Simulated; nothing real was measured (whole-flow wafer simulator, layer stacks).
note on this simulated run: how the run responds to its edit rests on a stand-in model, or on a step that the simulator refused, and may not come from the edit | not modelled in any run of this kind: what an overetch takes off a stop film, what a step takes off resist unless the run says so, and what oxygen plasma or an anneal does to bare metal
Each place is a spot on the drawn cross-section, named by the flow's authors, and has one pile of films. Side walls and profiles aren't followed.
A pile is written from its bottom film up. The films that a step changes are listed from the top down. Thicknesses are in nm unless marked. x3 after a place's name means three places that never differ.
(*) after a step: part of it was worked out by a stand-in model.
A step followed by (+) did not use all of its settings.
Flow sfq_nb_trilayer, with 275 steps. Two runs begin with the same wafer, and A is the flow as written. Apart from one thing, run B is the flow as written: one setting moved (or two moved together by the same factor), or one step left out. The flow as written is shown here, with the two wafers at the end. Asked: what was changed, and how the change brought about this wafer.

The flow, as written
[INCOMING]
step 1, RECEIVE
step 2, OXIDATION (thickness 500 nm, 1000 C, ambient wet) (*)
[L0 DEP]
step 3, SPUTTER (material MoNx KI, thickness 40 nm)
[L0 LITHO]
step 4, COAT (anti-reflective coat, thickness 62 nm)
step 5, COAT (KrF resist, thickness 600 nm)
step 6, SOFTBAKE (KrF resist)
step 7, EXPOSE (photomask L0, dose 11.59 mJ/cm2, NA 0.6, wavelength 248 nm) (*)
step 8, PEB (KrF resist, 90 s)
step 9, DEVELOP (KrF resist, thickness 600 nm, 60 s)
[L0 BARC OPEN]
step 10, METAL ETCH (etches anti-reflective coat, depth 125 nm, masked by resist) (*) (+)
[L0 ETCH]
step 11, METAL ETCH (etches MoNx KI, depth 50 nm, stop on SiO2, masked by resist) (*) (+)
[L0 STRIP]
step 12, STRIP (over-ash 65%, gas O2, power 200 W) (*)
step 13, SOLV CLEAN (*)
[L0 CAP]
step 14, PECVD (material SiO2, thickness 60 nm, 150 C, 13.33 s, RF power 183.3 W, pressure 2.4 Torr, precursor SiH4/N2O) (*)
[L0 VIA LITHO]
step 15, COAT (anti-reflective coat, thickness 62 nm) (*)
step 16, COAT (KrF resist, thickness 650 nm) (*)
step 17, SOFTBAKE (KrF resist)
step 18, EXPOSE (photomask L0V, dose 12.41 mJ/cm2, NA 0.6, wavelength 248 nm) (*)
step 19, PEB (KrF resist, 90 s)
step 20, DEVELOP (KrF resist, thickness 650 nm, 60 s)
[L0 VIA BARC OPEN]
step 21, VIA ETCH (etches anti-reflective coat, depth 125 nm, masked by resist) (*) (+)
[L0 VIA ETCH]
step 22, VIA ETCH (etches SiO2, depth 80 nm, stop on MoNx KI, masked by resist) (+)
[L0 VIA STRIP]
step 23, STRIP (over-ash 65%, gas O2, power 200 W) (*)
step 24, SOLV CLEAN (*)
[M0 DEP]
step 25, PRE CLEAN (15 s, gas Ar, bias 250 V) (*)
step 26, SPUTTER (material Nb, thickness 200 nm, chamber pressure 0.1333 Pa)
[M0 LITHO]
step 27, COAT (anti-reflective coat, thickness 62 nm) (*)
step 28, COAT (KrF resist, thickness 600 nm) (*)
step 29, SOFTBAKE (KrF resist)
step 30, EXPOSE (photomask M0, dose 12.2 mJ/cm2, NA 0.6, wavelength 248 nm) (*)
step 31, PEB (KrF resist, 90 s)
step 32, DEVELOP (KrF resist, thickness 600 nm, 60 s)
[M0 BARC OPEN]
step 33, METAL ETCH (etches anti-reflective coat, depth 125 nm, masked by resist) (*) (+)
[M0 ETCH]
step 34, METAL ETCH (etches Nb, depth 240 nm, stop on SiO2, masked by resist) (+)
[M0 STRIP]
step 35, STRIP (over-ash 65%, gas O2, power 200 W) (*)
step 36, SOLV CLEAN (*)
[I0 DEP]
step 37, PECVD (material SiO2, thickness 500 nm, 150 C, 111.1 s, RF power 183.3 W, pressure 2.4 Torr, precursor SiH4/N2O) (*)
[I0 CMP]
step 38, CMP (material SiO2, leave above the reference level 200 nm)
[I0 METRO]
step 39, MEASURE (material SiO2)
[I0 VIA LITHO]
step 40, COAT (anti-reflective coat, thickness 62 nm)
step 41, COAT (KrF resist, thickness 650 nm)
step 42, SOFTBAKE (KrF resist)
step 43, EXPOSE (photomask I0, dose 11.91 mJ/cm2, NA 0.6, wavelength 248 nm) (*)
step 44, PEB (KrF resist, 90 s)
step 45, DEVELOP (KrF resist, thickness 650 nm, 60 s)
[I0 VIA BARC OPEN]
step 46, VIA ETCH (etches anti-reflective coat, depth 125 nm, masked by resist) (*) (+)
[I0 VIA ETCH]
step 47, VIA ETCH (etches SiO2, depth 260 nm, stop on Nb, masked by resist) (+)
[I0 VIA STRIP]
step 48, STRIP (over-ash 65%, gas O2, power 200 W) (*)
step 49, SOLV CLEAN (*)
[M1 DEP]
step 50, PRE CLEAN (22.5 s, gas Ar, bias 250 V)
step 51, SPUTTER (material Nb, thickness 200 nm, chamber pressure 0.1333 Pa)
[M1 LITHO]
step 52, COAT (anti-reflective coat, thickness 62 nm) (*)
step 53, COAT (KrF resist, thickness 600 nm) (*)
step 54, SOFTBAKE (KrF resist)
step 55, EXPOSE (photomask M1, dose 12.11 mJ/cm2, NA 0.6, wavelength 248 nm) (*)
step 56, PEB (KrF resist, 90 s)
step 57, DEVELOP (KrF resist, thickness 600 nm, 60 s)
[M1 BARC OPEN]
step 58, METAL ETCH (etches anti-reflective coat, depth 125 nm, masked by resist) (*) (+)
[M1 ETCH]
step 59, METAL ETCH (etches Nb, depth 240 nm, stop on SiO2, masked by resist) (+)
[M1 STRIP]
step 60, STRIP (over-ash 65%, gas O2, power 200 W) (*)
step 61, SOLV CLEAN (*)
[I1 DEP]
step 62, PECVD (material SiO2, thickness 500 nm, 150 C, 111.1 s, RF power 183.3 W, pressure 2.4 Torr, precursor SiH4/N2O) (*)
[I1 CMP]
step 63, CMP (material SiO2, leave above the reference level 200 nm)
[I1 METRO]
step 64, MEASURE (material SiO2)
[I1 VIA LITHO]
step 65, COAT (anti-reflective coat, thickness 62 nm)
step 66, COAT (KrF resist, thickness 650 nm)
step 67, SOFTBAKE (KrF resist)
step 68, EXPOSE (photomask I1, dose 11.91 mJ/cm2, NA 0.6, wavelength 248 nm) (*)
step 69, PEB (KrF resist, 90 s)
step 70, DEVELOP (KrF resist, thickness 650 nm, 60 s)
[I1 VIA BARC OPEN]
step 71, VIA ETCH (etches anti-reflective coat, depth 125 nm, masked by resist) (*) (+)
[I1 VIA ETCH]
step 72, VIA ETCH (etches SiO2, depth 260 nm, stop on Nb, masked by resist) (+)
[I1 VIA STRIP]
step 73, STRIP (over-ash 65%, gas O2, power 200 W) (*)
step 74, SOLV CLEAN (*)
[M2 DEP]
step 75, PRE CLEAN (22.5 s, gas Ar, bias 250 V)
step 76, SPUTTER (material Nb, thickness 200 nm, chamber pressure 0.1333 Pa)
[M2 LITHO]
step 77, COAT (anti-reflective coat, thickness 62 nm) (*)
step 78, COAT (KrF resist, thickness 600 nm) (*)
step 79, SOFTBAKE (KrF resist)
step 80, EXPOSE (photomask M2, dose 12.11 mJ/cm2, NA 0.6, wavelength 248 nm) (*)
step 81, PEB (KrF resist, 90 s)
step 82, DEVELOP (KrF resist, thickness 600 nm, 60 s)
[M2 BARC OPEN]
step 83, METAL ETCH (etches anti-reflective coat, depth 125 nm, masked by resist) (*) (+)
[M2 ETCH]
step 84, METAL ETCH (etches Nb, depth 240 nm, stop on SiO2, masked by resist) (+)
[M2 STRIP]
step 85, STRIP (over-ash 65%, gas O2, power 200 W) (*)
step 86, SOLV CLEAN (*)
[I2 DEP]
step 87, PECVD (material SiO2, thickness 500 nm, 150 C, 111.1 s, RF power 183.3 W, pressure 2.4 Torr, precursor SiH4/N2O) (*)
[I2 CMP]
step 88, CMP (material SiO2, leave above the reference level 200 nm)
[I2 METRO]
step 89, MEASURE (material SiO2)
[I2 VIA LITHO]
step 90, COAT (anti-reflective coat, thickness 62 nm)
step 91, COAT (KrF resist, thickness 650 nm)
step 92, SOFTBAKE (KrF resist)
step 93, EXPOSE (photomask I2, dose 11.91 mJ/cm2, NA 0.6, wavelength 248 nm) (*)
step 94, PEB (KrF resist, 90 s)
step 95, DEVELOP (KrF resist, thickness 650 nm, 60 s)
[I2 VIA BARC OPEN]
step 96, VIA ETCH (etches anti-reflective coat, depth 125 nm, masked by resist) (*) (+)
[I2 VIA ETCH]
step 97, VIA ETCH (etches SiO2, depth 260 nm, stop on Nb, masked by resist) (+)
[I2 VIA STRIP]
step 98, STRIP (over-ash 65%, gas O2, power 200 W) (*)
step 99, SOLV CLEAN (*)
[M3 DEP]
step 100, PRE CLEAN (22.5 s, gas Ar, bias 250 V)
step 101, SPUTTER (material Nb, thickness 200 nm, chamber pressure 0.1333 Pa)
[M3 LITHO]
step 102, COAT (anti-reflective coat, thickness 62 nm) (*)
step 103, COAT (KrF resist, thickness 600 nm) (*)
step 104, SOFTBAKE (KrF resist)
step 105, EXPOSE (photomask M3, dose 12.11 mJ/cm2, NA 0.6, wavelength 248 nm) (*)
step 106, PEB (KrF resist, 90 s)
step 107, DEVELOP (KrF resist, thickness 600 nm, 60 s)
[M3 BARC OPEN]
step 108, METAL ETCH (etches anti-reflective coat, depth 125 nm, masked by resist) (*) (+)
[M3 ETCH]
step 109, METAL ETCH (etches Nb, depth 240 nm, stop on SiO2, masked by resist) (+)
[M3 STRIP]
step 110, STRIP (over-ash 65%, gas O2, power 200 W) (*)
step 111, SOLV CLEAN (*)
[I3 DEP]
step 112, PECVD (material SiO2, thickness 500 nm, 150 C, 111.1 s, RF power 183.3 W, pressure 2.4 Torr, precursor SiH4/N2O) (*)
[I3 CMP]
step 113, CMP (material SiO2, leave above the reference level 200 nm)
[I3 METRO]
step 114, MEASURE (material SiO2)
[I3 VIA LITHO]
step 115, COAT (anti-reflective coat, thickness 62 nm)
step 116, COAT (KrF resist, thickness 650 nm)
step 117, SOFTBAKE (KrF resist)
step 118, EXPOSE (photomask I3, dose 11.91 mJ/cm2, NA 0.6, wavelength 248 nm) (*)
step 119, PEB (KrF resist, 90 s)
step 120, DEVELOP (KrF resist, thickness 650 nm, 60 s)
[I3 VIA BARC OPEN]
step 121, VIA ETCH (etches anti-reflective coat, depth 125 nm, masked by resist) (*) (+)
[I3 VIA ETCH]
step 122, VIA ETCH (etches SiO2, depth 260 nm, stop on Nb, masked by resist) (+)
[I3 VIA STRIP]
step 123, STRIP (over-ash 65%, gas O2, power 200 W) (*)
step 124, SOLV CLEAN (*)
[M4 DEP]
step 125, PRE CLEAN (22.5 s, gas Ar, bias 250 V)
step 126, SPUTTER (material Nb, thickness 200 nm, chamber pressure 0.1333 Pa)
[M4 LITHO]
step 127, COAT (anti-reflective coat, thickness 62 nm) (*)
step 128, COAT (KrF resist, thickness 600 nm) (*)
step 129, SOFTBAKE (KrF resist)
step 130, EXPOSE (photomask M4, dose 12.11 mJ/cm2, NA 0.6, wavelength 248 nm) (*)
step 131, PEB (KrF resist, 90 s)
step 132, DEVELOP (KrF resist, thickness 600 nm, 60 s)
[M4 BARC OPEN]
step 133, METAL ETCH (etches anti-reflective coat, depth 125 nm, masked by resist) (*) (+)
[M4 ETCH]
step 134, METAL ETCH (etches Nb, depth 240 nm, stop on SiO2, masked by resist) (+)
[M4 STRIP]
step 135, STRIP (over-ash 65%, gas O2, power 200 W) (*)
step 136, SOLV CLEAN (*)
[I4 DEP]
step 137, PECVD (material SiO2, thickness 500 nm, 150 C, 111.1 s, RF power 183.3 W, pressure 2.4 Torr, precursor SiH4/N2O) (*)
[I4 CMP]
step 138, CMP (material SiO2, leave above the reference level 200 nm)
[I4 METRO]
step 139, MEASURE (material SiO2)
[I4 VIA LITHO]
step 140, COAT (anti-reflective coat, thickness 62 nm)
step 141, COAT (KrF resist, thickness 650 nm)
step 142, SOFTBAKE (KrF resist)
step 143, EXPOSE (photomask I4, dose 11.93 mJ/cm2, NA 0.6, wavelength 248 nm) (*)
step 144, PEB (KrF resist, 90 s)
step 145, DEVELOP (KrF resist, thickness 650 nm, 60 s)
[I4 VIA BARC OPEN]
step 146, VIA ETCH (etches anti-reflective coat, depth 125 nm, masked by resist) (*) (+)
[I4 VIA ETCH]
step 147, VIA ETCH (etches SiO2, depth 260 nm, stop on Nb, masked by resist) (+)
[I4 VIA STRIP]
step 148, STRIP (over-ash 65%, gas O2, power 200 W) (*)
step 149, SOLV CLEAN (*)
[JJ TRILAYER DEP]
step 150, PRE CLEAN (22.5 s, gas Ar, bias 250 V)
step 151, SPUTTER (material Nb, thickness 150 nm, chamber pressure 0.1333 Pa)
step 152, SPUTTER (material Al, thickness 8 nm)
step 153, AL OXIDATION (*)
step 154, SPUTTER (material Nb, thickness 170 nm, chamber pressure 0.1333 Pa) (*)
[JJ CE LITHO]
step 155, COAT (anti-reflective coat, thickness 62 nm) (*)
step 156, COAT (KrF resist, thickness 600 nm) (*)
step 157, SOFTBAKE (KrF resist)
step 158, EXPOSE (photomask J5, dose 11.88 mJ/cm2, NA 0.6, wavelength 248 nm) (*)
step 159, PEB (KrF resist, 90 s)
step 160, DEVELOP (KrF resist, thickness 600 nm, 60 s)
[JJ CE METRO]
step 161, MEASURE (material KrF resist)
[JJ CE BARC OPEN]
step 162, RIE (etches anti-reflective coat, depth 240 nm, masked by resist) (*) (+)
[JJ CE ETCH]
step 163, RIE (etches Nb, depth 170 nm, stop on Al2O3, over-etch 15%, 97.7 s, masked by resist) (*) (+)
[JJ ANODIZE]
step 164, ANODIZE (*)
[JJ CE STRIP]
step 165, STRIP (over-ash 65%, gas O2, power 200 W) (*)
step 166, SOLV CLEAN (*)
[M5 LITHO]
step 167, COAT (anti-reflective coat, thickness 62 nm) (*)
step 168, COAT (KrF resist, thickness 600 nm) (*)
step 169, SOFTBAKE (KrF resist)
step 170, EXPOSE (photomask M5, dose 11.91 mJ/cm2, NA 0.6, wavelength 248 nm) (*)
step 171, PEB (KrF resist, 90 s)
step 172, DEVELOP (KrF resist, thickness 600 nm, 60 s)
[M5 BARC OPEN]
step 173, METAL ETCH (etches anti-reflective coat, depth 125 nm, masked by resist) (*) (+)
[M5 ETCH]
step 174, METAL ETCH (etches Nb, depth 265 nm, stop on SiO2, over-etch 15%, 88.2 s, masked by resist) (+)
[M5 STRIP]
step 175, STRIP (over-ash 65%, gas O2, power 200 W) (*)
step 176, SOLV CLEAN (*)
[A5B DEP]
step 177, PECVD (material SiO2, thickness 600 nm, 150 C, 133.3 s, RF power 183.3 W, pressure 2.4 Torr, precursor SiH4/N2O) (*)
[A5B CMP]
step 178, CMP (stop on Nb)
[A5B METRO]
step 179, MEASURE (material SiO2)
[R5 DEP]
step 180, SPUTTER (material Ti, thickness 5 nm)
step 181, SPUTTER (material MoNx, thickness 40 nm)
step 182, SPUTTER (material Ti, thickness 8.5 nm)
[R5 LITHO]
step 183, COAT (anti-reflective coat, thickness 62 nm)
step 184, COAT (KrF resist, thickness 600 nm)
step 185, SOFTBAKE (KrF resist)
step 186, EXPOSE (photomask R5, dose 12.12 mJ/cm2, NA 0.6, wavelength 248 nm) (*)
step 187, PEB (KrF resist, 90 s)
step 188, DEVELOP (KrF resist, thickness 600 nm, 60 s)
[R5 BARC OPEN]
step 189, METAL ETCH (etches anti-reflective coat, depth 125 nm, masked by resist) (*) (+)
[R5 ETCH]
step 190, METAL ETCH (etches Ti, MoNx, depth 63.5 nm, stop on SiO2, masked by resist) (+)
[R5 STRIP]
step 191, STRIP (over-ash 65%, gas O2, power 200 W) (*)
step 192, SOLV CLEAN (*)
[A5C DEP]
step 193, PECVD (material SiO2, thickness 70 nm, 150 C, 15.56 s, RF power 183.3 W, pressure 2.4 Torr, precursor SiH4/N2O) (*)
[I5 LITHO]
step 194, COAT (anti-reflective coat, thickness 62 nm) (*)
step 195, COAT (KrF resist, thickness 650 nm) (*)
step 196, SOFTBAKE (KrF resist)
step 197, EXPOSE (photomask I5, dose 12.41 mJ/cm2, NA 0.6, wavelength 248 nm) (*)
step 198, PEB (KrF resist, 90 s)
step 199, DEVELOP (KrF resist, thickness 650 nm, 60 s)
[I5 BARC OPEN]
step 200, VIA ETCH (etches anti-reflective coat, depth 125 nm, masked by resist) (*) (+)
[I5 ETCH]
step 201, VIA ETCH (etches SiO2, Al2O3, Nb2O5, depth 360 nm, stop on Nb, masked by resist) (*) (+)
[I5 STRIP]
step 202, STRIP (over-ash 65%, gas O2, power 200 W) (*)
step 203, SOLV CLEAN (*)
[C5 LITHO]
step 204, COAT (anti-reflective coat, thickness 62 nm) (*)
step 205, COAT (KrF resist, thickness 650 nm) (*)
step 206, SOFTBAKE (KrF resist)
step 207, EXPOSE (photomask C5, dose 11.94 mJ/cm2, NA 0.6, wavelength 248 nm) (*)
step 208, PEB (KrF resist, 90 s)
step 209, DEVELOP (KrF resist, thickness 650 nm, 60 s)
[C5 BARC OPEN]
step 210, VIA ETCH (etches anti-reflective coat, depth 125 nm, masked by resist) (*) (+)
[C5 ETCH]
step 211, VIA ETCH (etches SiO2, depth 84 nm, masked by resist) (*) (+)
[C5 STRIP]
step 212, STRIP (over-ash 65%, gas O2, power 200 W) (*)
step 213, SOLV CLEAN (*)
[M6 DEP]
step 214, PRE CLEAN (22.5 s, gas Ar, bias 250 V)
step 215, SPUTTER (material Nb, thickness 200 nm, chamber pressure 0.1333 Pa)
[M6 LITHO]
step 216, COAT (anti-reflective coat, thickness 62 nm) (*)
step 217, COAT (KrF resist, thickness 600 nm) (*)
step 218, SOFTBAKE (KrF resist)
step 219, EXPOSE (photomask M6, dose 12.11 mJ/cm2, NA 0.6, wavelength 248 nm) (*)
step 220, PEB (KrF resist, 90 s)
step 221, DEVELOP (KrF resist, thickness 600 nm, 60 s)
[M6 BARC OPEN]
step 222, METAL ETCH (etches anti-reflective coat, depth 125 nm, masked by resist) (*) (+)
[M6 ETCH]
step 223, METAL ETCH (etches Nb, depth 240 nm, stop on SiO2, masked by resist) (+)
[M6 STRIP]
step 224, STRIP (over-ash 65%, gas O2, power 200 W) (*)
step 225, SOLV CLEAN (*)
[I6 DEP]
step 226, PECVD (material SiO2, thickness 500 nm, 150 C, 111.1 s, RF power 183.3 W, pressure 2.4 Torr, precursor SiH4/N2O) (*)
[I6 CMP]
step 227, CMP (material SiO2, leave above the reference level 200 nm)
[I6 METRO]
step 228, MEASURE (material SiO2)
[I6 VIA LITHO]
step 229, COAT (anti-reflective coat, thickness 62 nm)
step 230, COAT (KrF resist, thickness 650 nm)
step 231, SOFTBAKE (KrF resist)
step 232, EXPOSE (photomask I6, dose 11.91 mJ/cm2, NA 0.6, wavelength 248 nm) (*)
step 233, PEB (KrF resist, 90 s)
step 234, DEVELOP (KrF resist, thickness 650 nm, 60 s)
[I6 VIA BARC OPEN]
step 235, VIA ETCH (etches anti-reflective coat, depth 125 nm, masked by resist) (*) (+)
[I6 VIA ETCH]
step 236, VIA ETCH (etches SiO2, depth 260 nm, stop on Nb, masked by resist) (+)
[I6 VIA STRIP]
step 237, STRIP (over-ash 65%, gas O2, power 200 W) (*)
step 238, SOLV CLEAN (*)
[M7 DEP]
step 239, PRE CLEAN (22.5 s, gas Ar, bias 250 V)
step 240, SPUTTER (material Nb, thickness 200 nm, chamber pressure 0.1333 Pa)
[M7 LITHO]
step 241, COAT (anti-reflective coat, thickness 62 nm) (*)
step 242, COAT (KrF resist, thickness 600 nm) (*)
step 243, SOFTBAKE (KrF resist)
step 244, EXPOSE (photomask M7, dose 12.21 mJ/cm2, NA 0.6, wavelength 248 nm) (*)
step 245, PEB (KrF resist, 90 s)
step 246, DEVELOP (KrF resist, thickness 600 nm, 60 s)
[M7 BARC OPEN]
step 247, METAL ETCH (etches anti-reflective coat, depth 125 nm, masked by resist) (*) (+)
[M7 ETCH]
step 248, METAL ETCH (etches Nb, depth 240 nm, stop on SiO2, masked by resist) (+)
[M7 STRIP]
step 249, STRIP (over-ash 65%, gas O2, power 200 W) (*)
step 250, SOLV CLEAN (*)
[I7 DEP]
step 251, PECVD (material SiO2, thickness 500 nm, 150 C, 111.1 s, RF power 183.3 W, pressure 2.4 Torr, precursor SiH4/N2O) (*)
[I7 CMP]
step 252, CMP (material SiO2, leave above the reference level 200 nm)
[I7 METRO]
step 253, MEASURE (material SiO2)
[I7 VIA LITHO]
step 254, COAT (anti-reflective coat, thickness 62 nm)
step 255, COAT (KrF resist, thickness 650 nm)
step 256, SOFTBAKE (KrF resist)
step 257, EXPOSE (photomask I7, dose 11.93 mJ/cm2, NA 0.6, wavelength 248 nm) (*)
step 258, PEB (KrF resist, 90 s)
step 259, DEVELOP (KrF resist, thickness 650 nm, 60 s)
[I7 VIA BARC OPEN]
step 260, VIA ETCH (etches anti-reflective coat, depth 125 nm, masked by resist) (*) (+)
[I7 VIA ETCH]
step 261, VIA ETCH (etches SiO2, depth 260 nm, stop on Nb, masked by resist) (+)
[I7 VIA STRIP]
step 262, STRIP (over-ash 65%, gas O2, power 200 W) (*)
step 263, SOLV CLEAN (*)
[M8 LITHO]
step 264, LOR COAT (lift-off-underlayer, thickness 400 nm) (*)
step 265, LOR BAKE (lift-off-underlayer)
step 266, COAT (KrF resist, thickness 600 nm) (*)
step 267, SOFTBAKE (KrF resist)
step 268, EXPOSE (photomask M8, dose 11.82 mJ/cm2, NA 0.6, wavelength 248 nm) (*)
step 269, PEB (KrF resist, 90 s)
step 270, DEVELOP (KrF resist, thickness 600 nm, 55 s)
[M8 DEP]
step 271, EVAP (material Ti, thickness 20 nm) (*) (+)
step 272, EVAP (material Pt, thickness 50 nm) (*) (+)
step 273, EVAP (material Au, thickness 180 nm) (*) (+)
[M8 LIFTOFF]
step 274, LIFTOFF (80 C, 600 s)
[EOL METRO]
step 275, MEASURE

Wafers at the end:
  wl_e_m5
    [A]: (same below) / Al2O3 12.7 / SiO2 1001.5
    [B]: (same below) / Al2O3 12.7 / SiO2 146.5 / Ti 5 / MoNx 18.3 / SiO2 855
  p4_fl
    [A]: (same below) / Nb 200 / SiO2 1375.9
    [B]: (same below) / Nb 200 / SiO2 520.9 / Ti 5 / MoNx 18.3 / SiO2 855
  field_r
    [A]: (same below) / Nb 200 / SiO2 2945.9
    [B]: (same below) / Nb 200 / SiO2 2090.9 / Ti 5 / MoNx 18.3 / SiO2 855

What caused this: step 190, METAL ETCH: depth 30.2 nm was run, though the flow has depth 63.5 nm.

Step by step, how the change led to this:
  step 190, METAL ETCH (etches Ti, MoNx, depth 63.5 nm, stop on SiO2, masked by resist) (+)
      field_l, v_sur, via_wl and 92 more: A -8.5 Ti (all of it), -40 MoNx (all of it), -5 Ti (all of it) | B -8.5 Ti (all of it), -21.7 MoNx
      ce_l, c5j, ce_r, wl_jj: A -8.5 Ti (all of it), -40 MoNx (all of it), -5 Ti (all of it), -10 Nb | B -8.5 Ti (all of it), -21.7 MoNx
      (also at 7 further places)
  step 191, STRIP (over-ash 65%, gas O2, power 200 W) (*)
      be_r, r_sur, res, r_end, r5r_line_l, r5r_line_c, r5r_line_r: A -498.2 KrF resist (all of it), -62 anti-reflective coat (all of it) | B -511.5 KrF resist (all of it), -62 anti-reflective coat (all of it)
  step 193, PECVD (material SiO2, thickness 70 nm, 150 C, 15.56 s, RF power 183.3 W, pressure 2.4 Torr, precursor SiH4/N2O) (*)
      field_l, v_sur, via_wl and 92 more: A +70 SiO2 | B +70 SiO2 (new film)
  step 194, COAT (anti-reflective coat, thickness 62 nm) (*)
      wl_j_sl, wl_j_sr: A +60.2 anti-reflective coat (new film) | B +62 anti-reflective coat (new film)
      r5r_spacepad_l, r5r_spacepad_r: A +84.4 anti-reflective coat (new film) | B +74.4 anti-reflective coat (new film)
      (also at 15 further places)
  step 201, VIA ETCH (etches SiO2, Al2O3, Nb2O5, depth 360 nm, stop on Nb, masked by resist) (*) (+)
      be: A -216.4 SiO2 (all of it), -12.7 Al2O3 (all of it), -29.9 Nb2O5 (all of it) | B -69.8 SiO2 (all of it), -18.3 MoNx (all of it), -5 Ti (all of it), -146.5 SiO2 (all of it), -12.7 Al2O3 (all of it), -29.9 Nb2O5 (all of it)
  step 202, STRIP (over-ash 65%, gas O2, power 200 W) (*)
      wl_j_sl, wl_j_sr: A -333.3 KrF resist (all of it), -60.2 anti-reflective coat (all of it) | B -333.2 KrF resist (all of it), -62 anti-reflective coat (all of it)
      r5r_spacepad_l, r5r_spacepad_r: A -335.6 KrF resist (all of it), -84.4 anti-reflective coat (all of it) | B -334.6 KrF resist (all of it), -74.4 anti-reflective coat (all of it)
      (also at 15 further places)
  step 204, COAT (anti-reflective coat, thickness 62 nm) (*)
      wl_j_sl, wl_j_sr: A +60.2 anti-reflective coat (new film) | B +62 anti-reflective coat (new film)
      r5r_spacepad_l, r5r_spacepad_r: A +84.4 anti-reflective coat (new film) | B +74.4 anti-reflective coat (new film)
      (also at 17 further places)
  step 210, VIA ETCH (etches anti-reflective coat, depth 125 nm, masked by resist) (*) (+)
      field_l, v_sur, via_wl and 101 more: A -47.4 KrF resist | B -49 KrF resist
      c5j: A -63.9 anti-reflective coat (all of it), -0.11 SiO2 | B -61.2 anti-reflective coat (all of it), -0.13 SiO2
      (also at 1 further place)
  step 211, VIA ETCH (etches SiO2, depth 84 nm, masked by resist) (*) (+)
      c5j: A -69.9 SiO2 (all of it), -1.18 Nb | B -69.9 SiO2 (all of it)
  step 212, STRIP (over-ash 65%, gas O2, power 200 W) (*)
      wl_j_sl, wl_j_sr: A -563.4 KrF resist (all of it), -60.2 anti-reflective coat (all of it) | B -561.6 KrF resist (all of it), -62 anti-reflective coat (all of it)
      r5r_spacepad_l, r5r_spacepad_r: A -565.8 KrF resist (all of it), -84.4 anti-reflective coat (all of it) | B -563 KrF resist (all of it), -74.4 anti-reflective coat (all of it)
      (also at 15 further places)
  step 214, PRE CLEAN (22.5 s, gas Ar, bias 250 V)
      c5j: A -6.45 Nb | B -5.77 MoNx
  step 215, SPUTTER (material Nb, thickness 200 nm, chamber pressure 0.1333 Pa)
      c5j: A +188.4 Nb | B +189.1 Nb (new film)
      be: A +147.3 Nb | B +142.2 Nb
  step 216, COAT (anti-reflective coat, thickness 62 nm) (*)
      wl_j_sl, wl_j_sr: A +60.2 anti-reflective coat (new film) | B +62 anti-reflective coat (new film)
      r5r_spacepad_l, r5r_spacepad_r: A +85.7 anti-reflective coat (new film) | B +74.7 anti-reflective coat (new film)
      (also at 18 further places)
  step 217, COAT (KrF resist, thickness 600 nm) (*)
      be: A +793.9 KrF resist (new film) | B +813.7 KrF resist (new film)
  step 222, METAL ETCH (etches anti-reflective coat, depth 125 nm, masked by resist) (*) (+)
      r5r_spacepad_l, r5r_spacepad_r: A -85.7 anti-reflective coat (all of it) | B -74.7 anti-reflective coat (all of it)
      r5r_line_c, r5r_line_r: A -50 anti-reflective coat (all of it) | B -54.2 anti-reflective coat (all of it)
      (also at 3 further places)
  step 224, STRIP (over-ash 65%, gas O2, power 200 W) (*)
      wl_j_sl, wl_j_sr: A -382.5 KrF resist (all of it), -60.2 anti-reflective coat (all of it) | B -382.4 KrF resist (all of it), -62 anti-reflective coat (all of it)
      wire: A -369.8 KrF resist (all of it), -48.3 anti-reflective coat (all of it) | B -367.8 KrF resist (all of it), -47.2 anti-reflective coat (all of it)
      (also at 12 further places)
  ... 1 further step ...
  step 227, CMP (material SiO2, leave above the reference level 200 nm)
      ce_l, ce_r, wl_jj: A -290 SiO2 | B -300 SiO2
      be_r, r_sur, r_end: A -353.5 SiO2 | B -330.2 SiO2
      (also at 7 further places)
Taking metal films that touch as one body, wl_e_m5 has 7 bodies (between them, from the top down: SiO2 146.5 / Al2O3 12.7 / Nb2O5 29.9; SiO2 192.5; SiO2 192.5; SiO2 192.5; SiO2 192.5; SiO2 192.5); the flow as written gives 6 bodies (between them, from the top down: SiO2 192.5; SiO2 192.5; SiO2 192.5; SiO2 192.5; SiO2 192.5).
Taking metal films that touch as one body, p4_fl has 3 bodies (between them, from the top down: SiO2 520.9; SiO2 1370); the flow as written gives 2 bodies (between them, from the top down: SiO2 1370).
Taking metal films that touch as one body, field_r has 2 bodies (between them, from the top down: SiO2 2090.9); the flow as written gives 1 body.
